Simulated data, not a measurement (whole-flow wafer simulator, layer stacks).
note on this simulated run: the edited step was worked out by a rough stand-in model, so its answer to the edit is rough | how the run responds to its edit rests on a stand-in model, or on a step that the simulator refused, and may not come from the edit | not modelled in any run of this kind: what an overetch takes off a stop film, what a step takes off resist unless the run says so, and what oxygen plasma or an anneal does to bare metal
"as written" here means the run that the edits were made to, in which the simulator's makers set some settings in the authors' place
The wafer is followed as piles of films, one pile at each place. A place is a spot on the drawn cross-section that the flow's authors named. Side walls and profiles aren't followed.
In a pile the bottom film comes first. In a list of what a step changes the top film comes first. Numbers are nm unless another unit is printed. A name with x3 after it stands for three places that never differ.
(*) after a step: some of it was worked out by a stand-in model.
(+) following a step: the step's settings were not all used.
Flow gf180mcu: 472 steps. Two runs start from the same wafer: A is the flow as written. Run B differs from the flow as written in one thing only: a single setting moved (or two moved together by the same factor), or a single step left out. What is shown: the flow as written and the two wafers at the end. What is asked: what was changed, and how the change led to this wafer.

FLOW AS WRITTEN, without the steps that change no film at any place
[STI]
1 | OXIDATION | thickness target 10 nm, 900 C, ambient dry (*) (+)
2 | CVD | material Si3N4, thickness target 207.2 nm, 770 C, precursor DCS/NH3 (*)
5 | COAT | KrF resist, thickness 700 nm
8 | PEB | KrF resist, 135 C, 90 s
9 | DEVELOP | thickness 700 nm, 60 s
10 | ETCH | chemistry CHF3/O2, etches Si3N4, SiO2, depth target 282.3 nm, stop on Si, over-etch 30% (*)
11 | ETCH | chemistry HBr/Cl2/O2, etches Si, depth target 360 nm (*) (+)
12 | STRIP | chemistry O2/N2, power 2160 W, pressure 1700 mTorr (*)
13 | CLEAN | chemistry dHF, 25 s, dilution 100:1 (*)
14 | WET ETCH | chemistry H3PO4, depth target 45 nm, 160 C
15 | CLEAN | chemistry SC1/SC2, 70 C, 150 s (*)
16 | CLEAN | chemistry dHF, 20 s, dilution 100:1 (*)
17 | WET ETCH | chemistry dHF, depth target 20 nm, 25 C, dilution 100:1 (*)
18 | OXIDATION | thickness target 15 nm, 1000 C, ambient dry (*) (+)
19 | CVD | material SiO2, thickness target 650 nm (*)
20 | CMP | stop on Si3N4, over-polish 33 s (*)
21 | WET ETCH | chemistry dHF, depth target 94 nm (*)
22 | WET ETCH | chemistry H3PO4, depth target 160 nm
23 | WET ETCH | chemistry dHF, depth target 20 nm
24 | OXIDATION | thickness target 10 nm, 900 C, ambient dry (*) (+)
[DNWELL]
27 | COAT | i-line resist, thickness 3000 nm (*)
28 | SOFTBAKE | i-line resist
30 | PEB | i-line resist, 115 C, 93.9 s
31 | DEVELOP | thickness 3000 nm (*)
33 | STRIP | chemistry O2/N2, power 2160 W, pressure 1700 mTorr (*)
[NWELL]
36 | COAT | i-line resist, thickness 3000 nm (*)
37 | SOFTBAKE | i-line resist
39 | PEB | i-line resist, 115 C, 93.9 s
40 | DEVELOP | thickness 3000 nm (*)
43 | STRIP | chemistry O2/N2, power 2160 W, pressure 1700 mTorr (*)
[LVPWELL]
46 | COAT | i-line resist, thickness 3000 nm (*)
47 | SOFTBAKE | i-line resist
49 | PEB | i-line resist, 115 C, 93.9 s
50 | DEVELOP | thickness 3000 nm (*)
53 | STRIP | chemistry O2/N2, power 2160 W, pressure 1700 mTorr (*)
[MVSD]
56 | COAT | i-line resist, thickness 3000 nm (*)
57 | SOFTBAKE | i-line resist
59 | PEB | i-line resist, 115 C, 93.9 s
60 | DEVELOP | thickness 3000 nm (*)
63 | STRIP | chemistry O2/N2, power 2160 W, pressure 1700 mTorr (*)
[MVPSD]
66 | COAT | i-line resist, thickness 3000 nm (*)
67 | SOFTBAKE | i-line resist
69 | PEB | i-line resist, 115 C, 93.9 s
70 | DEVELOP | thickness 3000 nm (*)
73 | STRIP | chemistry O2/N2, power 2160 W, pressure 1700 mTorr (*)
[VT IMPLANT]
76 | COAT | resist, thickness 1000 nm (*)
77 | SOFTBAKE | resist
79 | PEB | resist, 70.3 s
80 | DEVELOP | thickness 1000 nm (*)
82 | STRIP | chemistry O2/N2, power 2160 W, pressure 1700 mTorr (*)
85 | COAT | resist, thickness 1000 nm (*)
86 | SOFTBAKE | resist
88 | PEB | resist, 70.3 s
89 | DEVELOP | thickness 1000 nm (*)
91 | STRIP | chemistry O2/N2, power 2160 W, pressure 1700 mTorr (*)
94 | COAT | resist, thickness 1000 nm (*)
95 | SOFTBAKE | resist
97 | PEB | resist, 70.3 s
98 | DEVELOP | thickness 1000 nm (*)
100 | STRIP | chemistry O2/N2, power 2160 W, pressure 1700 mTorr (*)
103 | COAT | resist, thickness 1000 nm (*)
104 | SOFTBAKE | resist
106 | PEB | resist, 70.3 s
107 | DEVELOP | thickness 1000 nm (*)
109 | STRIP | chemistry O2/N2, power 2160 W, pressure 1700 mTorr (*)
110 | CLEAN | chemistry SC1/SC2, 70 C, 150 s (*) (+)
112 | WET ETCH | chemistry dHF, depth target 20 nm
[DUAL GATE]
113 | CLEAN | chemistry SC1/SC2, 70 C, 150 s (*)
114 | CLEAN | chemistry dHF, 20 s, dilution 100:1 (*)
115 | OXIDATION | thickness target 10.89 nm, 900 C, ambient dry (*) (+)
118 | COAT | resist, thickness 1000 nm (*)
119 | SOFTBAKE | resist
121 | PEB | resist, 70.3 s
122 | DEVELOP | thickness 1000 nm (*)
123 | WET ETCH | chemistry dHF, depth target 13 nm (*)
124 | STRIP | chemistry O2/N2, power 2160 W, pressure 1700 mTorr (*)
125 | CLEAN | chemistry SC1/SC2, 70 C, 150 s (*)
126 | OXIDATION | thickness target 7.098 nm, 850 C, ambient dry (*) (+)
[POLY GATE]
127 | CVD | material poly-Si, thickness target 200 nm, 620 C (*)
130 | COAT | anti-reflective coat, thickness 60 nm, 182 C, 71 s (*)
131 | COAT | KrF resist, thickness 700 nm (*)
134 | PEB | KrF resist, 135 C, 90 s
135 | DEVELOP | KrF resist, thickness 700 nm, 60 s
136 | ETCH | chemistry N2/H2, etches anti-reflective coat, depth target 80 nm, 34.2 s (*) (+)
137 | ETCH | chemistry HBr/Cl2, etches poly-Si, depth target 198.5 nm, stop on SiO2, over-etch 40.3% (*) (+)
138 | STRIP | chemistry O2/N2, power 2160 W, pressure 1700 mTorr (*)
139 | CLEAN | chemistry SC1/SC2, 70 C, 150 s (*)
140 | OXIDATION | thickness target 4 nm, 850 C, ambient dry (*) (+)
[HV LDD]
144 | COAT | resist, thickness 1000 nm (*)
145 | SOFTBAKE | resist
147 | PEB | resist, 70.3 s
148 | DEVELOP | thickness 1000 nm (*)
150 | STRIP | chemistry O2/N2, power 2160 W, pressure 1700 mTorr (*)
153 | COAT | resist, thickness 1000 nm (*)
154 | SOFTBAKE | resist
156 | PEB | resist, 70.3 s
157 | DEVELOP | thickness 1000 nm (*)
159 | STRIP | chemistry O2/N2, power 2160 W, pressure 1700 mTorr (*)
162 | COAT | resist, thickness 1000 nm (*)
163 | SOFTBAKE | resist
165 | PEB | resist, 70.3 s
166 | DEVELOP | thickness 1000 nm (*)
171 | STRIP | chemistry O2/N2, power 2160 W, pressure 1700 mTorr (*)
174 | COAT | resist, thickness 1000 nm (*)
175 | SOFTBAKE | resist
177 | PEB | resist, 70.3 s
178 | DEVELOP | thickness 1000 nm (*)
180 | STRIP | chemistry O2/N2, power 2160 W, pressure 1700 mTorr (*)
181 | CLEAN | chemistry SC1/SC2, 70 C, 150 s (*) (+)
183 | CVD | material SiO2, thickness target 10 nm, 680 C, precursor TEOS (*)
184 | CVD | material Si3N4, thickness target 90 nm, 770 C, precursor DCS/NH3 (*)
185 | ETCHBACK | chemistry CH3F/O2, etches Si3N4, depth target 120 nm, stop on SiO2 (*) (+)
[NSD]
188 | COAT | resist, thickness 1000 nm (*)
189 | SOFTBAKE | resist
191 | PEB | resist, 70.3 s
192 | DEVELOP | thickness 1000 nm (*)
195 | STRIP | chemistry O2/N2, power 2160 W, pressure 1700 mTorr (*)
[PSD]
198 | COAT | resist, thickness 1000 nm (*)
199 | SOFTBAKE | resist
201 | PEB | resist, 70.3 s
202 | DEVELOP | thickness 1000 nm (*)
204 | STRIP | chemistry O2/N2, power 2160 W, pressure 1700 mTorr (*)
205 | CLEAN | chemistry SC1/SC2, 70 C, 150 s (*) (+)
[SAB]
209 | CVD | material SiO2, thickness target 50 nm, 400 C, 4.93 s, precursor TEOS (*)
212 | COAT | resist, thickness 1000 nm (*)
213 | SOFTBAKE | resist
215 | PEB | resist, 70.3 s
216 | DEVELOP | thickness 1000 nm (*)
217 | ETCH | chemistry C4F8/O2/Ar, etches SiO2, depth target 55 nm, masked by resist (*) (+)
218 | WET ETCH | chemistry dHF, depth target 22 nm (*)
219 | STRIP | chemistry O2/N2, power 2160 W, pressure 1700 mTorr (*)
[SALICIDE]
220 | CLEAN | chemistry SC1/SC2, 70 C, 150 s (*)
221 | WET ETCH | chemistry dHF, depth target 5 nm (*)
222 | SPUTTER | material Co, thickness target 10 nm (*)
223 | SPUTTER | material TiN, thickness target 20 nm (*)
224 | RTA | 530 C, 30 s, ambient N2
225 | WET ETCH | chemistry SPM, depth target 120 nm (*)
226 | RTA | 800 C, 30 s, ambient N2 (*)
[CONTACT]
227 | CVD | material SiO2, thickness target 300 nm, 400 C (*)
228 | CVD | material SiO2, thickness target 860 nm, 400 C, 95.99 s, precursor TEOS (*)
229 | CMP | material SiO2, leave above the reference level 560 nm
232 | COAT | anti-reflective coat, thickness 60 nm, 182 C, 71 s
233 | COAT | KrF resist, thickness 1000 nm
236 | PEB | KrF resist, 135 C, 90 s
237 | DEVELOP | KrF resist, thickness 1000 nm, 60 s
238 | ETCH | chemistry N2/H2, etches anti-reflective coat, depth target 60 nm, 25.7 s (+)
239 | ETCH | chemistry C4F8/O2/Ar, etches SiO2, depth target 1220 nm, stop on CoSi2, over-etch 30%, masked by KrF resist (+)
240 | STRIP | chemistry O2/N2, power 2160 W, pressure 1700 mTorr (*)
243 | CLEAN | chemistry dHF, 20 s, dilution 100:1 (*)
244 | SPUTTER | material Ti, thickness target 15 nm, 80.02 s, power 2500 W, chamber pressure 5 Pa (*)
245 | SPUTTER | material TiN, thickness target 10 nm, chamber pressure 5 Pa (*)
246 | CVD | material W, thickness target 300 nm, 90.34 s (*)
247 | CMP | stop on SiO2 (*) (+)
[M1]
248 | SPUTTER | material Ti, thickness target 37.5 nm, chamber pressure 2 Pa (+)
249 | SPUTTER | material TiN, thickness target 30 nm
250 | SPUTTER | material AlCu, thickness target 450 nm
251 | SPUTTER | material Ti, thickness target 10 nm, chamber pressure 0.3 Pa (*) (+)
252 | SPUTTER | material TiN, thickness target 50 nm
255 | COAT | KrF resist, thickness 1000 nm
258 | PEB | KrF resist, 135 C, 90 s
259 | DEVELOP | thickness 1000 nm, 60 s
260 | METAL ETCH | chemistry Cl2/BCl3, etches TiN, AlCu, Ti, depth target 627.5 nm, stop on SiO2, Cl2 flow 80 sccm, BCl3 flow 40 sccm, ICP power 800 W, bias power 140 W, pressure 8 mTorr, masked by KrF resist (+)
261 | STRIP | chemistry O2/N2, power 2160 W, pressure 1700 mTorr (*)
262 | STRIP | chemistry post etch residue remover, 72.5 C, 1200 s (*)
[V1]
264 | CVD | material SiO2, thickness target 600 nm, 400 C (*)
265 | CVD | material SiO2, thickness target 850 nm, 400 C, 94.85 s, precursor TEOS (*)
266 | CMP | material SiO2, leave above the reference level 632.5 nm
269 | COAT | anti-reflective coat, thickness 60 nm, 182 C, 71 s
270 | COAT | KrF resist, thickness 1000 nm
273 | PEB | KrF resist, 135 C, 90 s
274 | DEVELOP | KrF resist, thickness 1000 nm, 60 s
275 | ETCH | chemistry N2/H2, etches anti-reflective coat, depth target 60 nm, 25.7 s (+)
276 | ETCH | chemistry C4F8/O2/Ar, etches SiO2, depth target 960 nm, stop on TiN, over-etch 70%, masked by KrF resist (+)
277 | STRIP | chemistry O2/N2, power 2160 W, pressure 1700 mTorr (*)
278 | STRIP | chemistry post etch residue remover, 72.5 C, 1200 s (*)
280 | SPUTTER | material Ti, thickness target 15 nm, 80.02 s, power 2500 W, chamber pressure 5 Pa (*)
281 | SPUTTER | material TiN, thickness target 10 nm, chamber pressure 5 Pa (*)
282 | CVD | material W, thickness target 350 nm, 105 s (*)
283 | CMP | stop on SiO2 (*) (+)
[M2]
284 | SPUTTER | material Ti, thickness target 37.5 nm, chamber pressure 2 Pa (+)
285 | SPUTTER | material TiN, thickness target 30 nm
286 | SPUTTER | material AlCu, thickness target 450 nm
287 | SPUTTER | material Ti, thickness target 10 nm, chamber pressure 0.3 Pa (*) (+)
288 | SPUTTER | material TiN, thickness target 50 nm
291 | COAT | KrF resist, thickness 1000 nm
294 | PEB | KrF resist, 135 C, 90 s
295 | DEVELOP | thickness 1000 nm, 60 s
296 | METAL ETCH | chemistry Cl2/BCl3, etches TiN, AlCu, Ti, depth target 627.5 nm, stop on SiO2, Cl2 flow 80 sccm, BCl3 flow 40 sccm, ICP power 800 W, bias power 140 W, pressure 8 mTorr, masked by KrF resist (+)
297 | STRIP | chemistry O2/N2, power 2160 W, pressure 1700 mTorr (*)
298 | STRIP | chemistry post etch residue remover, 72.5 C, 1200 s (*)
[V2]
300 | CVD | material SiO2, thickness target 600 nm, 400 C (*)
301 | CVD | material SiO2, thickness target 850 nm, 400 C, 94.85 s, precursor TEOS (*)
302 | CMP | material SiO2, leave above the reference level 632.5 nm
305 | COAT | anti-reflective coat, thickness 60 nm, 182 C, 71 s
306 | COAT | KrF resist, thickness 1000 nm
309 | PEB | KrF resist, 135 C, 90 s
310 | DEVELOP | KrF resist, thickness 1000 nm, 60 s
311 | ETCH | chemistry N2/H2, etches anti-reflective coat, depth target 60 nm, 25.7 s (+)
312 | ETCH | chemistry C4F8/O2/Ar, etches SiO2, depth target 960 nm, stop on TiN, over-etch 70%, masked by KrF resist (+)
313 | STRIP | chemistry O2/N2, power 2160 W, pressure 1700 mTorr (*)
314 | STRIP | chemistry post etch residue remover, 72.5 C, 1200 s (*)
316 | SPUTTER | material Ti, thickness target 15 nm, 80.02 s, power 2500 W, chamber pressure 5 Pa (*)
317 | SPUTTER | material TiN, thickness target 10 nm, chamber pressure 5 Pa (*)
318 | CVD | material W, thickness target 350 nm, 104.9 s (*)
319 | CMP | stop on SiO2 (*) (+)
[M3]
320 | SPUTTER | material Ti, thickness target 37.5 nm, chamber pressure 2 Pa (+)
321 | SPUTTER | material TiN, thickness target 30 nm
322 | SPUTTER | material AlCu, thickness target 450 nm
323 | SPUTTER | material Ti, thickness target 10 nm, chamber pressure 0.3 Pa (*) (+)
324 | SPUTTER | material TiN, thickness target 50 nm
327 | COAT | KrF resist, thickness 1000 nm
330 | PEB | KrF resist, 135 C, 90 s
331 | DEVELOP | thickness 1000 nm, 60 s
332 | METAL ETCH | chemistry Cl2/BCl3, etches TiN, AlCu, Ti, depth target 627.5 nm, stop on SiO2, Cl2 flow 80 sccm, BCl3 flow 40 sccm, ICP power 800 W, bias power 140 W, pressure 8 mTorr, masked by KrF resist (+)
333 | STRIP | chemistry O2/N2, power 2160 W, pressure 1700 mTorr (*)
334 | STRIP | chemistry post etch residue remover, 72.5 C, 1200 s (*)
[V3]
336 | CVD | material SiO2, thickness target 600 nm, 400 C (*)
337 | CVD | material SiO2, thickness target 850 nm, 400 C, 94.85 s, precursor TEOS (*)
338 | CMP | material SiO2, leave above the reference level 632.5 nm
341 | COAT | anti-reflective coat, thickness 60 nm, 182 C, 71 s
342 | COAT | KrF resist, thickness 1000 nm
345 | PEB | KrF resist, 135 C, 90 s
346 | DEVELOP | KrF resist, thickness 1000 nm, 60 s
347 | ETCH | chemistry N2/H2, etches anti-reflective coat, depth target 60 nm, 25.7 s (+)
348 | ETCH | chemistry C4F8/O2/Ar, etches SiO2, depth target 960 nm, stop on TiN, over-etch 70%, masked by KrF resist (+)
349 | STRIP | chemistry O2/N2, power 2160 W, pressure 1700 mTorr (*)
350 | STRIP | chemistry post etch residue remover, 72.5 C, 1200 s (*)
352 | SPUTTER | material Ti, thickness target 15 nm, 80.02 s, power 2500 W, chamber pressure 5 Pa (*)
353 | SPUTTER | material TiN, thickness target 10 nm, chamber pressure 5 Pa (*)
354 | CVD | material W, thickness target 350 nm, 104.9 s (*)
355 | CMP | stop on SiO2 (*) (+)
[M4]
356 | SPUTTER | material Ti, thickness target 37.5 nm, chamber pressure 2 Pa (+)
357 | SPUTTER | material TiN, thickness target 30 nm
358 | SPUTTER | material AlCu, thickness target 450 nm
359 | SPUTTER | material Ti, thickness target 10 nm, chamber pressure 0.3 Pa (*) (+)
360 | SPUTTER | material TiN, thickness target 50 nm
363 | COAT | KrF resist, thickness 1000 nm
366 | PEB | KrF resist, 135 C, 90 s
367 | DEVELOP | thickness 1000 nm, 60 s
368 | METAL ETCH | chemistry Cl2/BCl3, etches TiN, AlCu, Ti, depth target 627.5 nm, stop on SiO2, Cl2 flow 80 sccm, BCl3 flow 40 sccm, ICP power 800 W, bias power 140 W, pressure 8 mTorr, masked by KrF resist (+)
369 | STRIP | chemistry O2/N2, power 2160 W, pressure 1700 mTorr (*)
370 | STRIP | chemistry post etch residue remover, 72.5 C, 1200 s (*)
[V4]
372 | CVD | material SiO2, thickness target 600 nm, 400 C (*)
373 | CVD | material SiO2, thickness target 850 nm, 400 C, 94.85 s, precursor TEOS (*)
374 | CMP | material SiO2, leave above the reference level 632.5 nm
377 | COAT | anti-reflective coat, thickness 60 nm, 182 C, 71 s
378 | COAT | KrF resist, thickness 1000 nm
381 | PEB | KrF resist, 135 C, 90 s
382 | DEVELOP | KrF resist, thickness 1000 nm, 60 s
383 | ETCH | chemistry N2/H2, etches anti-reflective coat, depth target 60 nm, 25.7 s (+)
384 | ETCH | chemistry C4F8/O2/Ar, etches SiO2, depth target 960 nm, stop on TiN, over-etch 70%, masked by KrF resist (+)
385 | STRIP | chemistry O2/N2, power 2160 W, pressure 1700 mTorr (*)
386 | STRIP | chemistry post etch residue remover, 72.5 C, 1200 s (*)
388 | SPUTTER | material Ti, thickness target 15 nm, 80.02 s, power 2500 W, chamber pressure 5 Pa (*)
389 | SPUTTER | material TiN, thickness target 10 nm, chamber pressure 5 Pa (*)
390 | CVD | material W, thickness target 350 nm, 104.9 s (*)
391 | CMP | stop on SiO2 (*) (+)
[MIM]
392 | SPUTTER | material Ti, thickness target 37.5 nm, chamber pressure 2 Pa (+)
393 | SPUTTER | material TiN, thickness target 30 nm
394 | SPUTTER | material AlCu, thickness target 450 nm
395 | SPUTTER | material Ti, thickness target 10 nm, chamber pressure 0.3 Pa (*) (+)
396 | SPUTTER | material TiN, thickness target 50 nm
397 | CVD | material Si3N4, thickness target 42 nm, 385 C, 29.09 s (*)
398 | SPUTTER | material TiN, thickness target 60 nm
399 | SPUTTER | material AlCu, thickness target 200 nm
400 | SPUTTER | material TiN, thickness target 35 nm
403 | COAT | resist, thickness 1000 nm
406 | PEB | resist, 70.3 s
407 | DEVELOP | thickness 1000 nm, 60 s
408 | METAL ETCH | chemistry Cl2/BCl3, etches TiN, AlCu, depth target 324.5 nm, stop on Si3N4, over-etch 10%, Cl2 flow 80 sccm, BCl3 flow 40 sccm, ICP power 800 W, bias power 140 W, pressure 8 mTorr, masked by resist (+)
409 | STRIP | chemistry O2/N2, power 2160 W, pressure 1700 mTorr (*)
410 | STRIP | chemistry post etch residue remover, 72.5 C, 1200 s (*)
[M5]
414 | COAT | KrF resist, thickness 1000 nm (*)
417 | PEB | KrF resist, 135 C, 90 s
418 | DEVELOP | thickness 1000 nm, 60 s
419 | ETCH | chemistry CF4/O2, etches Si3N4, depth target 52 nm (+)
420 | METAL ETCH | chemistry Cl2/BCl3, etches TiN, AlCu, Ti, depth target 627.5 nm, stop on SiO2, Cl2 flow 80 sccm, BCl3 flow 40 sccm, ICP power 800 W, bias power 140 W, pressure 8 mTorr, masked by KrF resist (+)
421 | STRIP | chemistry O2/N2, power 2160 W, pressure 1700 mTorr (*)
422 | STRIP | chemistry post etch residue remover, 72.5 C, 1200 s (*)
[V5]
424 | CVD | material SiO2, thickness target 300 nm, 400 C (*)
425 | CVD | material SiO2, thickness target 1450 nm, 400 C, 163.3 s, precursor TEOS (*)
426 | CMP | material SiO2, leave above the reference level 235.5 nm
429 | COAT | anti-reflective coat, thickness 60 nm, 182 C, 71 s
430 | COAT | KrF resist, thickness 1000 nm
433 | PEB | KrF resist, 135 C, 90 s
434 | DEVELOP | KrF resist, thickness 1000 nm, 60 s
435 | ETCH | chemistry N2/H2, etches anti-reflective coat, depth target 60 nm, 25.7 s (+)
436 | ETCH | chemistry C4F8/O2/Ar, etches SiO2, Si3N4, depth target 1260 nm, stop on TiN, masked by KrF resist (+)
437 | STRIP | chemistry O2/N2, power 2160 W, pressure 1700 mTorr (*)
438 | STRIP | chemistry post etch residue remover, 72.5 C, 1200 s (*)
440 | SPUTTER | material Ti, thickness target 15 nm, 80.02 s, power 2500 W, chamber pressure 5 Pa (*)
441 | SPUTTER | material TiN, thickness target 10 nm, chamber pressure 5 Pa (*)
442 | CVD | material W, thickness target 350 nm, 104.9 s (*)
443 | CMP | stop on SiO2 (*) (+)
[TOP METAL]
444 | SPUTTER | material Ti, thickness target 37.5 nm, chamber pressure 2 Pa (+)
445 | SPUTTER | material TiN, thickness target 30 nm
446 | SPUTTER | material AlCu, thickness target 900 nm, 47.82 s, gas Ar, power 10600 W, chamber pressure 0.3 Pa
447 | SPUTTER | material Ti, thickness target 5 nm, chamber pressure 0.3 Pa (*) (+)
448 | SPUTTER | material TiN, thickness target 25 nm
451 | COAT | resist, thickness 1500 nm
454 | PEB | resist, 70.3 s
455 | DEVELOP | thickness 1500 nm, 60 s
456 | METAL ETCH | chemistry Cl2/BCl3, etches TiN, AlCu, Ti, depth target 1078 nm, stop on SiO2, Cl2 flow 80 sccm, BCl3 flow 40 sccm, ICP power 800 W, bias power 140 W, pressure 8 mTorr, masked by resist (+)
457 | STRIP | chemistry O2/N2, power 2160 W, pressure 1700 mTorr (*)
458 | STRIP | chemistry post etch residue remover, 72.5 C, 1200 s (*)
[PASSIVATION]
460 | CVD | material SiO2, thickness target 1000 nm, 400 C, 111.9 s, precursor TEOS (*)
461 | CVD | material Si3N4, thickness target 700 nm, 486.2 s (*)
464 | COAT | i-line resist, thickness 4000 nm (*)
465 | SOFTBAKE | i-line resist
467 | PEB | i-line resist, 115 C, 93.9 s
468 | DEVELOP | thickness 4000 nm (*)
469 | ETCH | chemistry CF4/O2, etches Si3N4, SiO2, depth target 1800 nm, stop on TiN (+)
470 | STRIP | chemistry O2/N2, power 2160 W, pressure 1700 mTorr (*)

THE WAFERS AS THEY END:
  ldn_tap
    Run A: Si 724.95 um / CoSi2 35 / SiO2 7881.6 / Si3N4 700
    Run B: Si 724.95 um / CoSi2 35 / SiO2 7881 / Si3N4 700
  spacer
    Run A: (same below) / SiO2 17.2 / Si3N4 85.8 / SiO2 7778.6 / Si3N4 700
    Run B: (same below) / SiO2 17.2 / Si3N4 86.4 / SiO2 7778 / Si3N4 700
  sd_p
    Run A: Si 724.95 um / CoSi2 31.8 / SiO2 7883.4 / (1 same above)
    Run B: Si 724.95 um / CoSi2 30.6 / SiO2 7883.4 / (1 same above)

What caused this: step 209, CVD: thickness target 72.5 nm was run, whereas the flow has thickness target 50 nm; step 209, CVD: 7.149 s was run, where the flow has 4.93 s.

How this came from the change, step by step:
  209 | CVD | material SiO2, thickness target 50 nm, 400 C, 4.93 s, precursor TEOS (*)
      field, field__w7, field__w8 and 73 more: A +50 SiO2 | B +71.7 SiO2
      field_sub__w1, field_sub__w4, field_sub__w5: A +48.9 SiO2 | B +70.1 SiO2
      (also at 30 further places)
  217 | ETCH | chemistry C4F8/O2/Ar, etches SiO2, depth target 55 nm, masked by resist (*) (+)
      spacer: A -50 SiO2 (all of it), -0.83 Si3N4 | B -55 SiO2
  218 | WET ETCH | chemistry dHF, depth target 22 nm (*)
      ldn_tap, ldn_src, ldn_drn, ldp_tap, ldp_src, ldp_drn, ldp_gr: A -16 SiO2 (all of it) | B -36.2 SiO2
      ld_drn_n, ld_sd_p: A -14.8 SiO2 (all of it) | B -34.9 SiO2
      (also at 91 further places)
  219 | STRIP | chemistry O2/N2, power 2160 W, pressure 1700 mTorr (*)
      active_hv, active_nat, ld_sd_n and 10 more: A +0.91 chemical SiO2 (new film), -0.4 Si | B nothing
  221 | WET ETCH | chemistry dHF, depth target 5 nm (*)
      ldn_tap, ldn_src, ldn_drn, ldp_tap, ldp_src, ldp_drn, ldp_gr: A -0.76 chemical SiO2 (all of it) | B -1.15 SiO2 (all of it)
      active_hv: A -0.76 chemical SiO2 (all of it) | B -0.84 SiO2 (all of it)
      (also at 5 further places)
  223 | SPUTTER | material TiN, thickness target 20 nm (*)
      field__w12: A +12 TiN (new film) | B +12.7 TiN (new film)
      sd_p: A +17.9 TiN (new film) | B +17.2 TiN (new film)
      (also at 1 further place)
  224 | RTA | 530 C, 30 s, ambient N2
      sd_p: A under 1 film: +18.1 CoSi (new film), -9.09 Co (all of it), -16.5 Si | B under 1 film: +17.4 CoSi (new film), -8.76 Co (all of it), -15.9 Si
  225 | WET ETCH | chemistry SPM, depth target 120 nm (*)
      field__w12: A -12 TiN (all of it), -6.15 Co (all of it) | B -12.7 TiN (all of it), -6.44 Co (all of it)
      sd_p: A -17.9 TiN (all of it) | B -17.2 TiN (all of it)
      (also at 1 further place)
  226 | RTA | 800 C, 30 s, ambient N2 (*)
      sd_p: A +31.8 CoSi2 (new film), -18.1 CoSi (all of it), -16.5 Si | B +30.6 CoSi2 (new film), -17.4 CoSi (all of it), -15.9 Si
  229 | CMP | material SiO2, leave above the reference level 560 nm
      ldn_sep__w1, ldn_sep__w2, ldn_fld__w1, ldp_sep__w2, ldp_dft, ldp_out, ldp_fld__w2, ldp_fld__w3: A -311 SiO2 | B -319.9 SiO2
      sti, mim_1p0, pad, dice_street, iso_nw_fld, iso_fld_sub: A -296.8 SiO2 | B -305.7 SiO2
      (also at 46 further places)
